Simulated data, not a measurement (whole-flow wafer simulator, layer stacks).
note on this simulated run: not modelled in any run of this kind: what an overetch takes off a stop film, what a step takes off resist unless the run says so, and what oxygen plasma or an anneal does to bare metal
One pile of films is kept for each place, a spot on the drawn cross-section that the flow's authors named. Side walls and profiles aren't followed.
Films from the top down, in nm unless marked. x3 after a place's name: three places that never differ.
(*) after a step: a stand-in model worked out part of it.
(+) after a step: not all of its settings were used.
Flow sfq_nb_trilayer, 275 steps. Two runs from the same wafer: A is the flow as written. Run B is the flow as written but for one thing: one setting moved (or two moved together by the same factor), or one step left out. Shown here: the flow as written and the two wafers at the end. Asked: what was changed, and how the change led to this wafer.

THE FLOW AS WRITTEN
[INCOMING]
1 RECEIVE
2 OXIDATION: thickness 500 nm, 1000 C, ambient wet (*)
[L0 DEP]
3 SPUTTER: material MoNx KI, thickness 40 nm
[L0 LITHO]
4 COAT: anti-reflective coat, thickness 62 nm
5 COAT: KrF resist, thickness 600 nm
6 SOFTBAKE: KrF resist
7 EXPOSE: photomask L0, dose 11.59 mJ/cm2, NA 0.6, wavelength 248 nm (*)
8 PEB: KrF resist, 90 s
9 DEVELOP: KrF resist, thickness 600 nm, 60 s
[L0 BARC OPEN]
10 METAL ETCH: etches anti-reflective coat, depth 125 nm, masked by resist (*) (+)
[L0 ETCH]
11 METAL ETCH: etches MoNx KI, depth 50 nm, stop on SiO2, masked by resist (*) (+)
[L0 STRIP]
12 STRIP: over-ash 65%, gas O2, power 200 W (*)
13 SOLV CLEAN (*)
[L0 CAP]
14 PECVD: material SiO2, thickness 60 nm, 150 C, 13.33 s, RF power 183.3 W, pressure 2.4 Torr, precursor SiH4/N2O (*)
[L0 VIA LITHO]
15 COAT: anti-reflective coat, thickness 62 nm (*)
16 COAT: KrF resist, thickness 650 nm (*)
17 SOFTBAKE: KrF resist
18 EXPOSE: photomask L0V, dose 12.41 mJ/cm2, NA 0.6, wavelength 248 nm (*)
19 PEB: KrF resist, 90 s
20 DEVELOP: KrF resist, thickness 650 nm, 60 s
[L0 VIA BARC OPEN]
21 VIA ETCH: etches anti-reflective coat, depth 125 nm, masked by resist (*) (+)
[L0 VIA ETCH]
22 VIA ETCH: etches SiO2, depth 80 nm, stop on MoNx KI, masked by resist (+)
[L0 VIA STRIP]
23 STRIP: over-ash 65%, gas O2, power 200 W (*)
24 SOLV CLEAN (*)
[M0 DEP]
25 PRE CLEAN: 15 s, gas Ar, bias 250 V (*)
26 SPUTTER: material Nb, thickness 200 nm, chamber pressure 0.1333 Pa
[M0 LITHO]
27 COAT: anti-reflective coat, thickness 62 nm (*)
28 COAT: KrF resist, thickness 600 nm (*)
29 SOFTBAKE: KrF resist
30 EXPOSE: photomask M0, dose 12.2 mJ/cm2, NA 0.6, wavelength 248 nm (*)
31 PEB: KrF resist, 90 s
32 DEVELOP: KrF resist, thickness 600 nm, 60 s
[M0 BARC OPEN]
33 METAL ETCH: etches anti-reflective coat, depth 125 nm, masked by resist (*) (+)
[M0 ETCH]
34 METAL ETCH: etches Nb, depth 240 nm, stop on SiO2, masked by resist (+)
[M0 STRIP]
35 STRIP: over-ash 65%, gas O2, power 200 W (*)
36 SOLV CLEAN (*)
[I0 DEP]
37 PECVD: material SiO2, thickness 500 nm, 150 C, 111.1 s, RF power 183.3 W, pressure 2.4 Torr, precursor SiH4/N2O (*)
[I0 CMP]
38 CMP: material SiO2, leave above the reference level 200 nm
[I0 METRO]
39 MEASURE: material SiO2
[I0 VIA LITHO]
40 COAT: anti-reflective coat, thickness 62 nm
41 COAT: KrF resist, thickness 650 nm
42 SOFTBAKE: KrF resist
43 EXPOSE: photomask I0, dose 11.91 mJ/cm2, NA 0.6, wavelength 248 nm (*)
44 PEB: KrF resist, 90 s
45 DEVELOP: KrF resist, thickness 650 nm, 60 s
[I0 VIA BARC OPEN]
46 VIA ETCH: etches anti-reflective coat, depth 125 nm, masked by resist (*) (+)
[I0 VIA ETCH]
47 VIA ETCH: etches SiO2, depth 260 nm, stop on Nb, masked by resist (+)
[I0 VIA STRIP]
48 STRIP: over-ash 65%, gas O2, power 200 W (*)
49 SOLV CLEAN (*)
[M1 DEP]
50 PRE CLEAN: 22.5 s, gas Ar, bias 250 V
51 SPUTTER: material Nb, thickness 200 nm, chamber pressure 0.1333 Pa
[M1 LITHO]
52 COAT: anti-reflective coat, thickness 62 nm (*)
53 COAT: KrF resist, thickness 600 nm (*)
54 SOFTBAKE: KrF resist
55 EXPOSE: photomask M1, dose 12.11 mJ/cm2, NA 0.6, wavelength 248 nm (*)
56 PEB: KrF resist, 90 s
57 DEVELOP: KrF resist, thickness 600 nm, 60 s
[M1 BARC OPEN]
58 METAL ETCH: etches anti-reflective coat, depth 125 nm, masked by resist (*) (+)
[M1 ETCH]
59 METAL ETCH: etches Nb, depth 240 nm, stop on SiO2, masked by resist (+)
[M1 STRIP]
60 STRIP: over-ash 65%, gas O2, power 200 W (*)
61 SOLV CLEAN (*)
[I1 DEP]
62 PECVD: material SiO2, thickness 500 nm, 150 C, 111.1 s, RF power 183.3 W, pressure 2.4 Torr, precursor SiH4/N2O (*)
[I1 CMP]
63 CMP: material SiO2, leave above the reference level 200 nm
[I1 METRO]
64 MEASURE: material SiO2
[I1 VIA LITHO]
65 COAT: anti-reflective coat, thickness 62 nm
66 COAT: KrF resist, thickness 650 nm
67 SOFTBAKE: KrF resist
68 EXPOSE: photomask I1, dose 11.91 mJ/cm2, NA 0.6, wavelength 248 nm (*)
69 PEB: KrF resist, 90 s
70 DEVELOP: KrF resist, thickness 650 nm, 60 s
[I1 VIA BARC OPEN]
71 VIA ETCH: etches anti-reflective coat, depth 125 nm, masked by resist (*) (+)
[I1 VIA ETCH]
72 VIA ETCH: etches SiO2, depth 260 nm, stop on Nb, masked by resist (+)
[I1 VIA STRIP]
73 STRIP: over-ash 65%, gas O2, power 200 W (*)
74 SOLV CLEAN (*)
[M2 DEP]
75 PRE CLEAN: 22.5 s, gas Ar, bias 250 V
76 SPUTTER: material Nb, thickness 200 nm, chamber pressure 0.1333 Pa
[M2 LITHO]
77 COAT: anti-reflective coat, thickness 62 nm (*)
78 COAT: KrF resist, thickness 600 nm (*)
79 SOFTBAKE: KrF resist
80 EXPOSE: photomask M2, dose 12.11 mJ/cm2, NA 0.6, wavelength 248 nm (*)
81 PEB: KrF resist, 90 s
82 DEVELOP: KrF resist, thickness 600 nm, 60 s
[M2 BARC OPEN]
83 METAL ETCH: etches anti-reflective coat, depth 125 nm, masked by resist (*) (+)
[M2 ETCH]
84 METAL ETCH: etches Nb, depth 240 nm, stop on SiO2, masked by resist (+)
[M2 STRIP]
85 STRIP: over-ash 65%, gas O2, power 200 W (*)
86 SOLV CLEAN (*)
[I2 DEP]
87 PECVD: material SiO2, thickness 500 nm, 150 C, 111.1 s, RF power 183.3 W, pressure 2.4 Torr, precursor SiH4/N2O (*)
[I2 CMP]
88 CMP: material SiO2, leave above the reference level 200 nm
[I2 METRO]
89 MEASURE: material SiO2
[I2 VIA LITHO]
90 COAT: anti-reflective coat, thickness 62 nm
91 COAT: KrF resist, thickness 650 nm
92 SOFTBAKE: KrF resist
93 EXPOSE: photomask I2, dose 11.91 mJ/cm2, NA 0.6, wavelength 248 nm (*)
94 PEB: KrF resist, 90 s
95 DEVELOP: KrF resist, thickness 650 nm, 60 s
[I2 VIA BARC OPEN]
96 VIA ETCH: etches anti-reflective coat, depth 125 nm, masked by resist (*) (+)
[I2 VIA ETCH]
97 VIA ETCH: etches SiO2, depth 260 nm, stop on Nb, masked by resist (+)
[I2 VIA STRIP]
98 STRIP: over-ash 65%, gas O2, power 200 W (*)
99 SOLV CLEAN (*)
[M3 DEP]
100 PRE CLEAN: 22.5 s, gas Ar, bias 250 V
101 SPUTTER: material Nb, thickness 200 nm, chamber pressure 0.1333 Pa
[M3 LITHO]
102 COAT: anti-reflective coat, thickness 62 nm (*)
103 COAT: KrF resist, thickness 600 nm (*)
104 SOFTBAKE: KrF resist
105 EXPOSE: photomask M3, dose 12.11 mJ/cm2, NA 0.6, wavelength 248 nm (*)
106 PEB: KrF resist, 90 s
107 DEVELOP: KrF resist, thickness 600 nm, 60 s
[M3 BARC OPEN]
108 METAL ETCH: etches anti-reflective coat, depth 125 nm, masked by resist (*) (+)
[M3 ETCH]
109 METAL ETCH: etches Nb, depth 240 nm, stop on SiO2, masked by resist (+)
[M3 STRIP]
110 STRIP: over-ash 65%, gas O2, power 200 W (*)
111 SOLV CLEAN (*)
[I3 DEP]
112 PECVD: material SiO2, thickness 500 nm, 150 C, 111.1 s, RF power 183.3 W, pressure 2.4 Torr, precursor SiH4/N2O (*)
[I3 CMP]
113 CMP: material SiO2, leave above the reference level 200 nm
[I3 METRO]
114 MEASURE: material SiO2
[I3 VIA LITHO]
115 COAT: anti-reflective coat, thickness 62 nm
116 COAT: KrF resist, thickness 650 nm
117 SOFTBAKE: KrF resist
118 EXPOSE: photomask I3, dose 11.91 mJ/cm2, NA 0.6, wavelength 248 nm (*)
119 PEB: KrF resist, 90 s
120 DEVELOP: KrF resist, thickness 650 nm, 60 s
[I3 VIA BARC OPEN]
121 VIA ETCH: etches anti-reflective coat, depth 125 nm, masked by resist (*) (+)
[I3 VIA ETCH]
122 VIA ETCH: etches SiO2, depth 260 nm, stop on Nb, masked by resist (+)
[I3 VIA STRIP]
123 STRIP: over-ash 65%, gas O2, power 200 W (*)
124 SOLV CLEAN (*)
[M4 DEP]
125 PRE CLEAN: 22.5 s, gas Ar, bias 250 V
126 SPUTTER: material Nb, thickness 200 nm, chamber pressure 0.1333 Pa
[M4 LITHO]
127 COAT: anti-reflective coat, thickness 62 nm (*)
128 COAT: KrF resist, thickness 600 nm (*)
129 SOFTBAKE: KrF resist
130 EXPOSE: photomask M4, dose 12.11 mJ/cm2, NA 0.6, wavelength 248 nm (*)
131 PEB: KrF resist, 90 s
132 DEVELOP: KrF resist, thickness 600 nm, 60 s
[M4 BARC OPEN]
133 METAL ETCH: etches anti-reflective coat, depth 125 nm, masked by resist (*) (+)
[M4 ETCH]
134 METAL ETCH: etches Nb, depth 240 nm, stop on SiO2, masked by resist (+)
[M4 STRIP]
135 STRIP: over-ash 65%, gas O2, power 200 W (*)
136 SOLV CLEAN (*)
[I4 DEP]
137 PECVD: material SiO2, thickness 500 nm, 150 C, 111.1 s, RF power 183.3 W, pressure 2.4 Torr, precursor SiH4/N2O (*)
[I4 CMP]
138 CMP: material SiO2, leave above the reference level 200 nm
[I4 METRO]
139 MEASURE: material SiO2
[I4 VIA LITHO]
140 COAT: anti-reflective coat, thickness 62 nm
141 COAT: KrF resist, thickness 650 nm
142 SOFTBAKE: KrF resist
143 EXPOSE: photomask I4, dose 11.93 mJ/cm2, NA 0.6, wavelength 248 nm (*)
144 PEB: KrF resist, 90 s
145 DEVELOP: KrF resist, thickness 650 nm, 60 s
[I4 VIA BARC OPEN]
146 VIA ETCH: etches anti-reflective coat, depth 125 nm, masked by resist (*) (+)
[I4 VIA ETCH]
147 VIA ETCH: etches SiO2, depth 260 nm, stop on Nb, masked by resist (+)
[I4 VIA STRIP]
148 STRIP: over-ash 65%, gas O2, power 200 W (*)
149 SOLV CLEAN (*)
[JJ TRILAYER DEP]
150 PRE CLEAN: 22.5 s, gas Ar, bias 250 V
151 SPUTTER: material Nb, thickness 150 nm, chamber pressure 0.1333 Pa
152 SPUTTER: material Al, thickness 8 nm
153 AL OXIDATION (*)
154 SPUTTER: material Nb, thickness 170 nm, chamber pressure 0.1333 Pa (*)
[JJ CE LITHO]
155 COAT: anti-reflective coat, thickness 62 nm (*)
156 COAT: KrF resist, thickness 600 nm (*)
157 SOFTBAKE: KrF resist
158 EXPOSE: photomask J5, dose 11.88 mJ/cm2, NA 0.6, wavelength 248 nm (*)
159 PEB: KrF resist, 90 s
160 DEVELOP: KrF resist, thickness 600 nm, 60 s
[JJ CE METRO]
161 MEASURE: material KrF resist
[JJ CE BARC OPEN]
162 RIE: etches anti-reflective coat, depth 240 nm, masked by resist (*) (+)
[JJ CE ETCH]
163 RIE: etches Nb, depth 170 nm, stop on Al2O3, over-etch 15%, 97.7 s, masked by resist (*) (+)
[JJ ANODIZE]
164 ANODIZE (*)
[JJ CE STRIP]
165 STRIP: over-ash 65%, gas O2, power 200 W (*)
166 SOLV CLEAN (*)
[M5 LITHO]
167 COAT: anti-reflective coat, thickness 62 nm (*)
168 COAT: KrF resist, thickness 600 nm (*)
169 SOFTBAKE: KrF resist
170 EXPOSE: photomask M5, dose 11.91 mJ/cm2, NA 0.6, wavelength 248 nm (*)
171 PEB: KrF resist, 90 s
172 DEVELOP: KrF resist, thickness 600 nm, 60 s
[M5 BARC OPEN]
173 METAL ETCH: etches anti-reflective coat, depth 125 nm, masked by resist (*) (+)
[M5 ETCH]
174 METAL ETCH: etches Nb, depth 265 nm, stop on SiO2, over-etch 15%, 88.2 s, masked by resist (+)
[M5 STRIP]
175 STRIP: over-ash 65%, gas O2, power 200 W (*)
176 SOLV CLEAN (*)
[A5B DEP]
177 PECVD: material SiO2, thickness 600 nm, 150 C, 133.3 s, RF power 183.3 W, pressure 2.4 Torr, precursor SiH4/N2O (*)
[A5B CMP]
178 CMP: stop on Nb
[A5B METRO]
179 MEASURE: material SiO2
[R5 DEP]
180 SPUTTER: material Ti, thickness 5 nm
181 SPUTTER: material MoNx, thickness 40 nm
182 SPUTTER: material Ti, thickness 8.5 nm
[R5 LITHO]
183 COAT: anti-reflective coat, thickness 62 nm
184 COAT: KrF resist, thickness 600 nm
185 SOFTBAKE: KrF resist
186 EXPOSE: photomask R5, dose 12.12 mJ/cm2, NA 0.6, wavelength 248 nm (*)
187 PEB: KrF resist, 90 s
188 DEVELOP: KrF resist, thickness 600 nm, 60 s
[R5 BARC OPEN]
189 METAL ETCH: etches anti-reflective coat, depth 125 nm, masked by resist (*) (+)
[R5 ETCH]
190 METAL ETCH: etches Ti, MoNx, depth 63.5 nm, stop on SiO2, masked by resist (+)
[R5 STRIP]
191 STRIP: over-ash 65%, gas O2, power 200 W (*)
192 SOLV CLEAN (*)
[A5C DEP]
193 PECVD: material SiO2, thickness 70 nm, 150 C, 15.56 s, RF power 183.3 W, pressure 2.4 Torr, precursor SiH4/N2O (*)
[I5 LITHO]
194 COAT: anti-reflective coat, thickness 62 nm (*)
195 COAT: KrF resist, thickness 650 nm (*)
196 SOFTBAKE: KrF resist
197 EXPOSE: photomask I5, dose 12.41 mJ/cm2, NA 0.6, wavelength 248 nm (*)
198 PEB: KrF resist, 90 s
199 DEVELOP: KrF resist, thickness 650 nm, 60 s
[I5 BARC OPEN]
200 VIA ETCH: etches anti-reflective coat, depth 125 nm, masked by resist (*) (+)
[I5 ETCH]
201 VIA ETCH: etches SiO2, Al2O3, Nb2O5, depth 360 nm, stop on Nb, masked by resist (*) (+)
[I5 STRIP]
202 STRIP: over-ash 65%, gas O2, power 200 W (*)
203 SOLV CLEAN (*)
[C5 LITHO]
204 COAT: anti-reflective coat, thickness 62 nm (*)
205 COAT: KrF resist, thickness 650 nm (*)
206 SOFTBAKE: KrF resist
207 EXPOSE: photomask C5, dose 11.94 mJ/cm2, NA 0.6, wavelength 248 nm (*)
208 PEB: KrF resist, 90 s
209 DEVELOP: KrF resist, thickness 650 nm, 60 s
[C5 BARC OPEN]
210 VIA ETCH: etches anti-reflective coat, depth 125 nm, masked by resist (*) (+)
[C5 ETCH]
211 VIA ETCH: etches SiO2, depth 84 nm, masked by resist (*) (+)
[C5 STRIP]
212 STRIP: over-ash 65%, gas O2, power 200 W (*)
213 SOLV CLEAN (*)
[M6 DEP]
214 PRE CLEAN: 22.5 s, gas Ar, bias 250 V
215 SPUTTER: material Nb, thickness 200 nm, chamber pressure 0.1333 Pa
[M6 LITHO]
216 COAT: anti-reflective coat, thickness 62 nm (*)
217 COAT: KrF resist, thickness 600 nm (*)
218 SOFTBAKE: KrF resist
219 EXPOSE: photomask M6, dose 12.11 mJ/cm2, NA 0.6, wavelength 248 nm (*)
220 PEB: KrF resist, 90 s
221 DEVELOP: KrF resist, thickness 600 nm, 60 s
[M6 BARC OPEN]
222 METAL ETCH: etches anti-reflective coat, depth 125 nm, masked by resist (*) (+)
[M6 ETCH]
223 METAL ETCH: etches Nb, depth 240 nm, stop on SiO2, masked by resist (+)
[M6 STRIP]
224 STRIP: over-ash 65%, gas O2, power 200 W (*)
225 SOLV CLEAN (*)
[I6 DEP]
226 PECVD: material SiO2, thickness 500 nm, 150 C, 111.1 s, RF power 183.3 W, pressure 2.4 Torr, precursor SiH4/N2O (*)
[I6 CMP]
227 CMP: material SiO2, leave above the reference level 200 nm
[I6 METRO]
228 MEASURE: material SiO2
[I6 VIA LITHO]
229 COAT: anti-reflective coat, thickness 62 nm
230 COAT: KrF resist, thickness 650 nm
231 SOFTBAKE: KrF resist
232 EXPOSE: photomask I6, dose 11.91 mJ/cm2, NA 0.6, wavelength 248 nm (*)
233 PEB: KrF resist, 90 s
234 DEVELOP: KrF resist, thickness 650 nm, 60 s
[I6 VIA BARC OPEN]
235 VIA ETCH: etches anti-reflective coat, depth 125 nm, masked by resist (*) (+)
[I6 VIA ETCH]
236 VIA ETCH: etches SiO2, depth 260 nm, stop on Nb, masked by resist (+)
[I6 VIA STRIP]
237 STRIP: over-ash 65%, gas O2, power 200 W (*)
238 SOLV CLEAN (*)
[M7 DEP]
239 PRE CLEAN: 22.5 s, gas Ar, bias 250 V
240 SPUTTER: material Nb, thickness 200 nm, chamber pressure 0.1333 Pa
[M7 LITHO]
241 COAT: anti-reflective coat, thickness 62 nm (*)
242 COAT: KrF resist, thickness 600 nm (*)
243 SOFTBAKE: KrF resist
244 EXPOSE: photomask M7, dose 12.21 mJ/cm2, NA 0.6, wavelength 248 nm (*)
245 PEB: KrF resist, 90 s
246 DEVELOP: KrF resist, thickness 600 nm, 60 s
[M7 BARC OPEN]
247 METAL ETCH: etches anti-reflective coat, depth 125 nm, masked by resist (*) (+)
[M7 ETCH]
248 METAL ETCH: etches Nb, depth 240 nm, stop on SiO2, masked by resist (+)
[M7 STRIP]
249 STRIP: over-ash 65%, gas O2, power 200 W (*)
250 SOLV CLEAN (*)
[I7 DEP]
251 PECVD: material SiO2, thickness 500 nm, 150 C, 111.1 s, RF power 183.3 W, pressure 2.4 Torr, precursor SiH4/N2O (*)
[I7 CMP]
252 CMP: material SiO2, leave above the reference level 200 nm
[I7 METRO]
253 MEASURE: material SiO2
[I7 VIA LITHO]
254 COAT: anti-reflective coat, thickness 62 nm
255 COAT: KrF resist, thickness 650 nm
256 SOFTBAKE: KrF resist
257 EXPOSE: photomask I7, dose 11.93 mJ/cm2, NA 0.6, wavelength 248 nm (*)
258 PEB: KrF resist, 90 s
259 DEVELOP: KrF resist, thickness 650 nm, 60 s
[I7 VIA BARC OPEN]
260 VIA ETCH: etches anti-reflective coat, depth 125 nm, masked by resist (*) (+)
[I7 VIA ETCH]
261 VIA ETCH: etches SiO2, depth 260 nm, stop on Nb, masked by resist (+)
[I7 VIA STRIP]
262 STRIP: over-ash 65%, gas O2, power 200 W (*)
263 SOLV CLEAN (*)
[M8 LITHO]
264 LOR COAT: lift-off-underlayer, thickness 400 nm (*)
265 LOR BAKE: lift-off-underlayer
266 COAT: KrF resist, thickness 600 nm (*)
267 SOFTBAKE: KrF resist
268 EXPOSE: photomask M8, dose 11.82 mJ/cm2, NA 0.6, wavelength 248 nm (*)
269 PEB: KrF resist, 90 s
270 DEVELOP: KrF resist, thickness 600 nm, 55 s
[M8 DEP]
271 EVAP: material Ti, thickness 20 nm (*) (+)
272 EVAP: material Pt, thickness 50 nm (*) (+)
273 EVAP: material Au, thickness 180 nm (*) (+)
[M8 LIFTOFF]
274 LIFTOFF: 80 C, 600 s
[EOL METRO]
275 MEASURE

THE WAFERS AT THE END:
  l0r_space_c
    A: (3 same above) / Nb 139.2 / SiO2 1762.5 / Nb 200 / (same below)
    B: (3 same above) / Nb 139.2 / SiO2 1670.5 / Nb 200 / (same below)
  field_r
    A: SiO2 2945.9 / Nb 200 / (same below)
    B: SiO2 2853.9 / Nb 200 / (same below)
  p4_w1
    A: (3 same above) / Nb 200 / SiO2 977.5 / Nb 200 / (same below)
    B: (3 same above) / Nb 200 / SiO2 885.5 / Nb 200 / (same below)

The cause: step 38, CMP: leave above the reference level 108 nm was run, where the flow has leave above the reference level 200 nm.

How the change led to this, step by step:
  38 CMP: material SiO2, leave above the reference level 200 nm
      v_sur, via_wl, via_w and 94 more: A SiO2 -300 | B SiO2 -392
      field_l, l0_sur, l0r_line_l, l0r_line_c, l0r_line_r: A SiO2 -340 | B SiO2 -432
      (and at 4 more places)
  47 VIA ETCH: etches SiO2, depth 260 nm, stop on Nb, masked by resist (+)
      field_l, v_sur, via_wl and 102 more: A KrF resist -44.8 | B KrF resist -27.9
      via_w: A SiO2 -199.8 (all of it) | B SiO2 -107.8 (all of it)
  48 STRIP: over-ash 65%, gas O2, power 200 W (*)
      field_l, v_sur, via_wl and 102 more: A KrF resist -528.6 (all of it), anti-reflective coat -62 (all of it) | B KrF resist -545.5 (all of it), anti-reflective coat -62 (all of it)
  51 SPUTTER: material Nb, thickness 200 nm, chamber pressure 0.1333 Pa
      via_w: A Nb +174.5 | B Nb +192.8
  52 COAT: anti-reflective coat, thickness 62 nm (*)
      v_sur: A anti-reflective coat +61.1 (new film) | B anti-reflective coat +57 (new film)
      via_w: A anti-reflective coat +123.1 (new film) | B anti-reflective coat +106.2 (new film)
      (and at 2 more places)
  53 COAT: KrF resist, thickness 600 nm (*)
      via_w: A KrF resist +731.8 (new film) | B KrF resist +652.7 (new film)
  60 STRIP: over-ash 65%, gas O2, power 200 W (*)
      v_sur: A KrF resist -365.9 (all of it), anti-reflective coat -61.1 (all of it) | B KrF resist -377 (all of it), anti-reflective coat -57 (all of it)
      via_wl: A KrF resist -385.5 (all of it), anti-reflective coat -33.8 (all of it) | B KrF resist -396.4 (all of it), anti-reflective coat -33.7 (all of it)
      (and at 3 more places)
  62 PECVD: material SiO2, thickness 500 nm, 150 C, 111.1 s, RF power 183.3 W, pressure 2.4 Torr, precursor SiH4/N2O (*)
      via_w: A SiO2 +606 (new film) | B SiO2 +500 (new film)
  63 CMP: material SiO2, leave above the reference level 200 nm
      via_w: A SiO2 -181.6 | B SiO2 -185.9
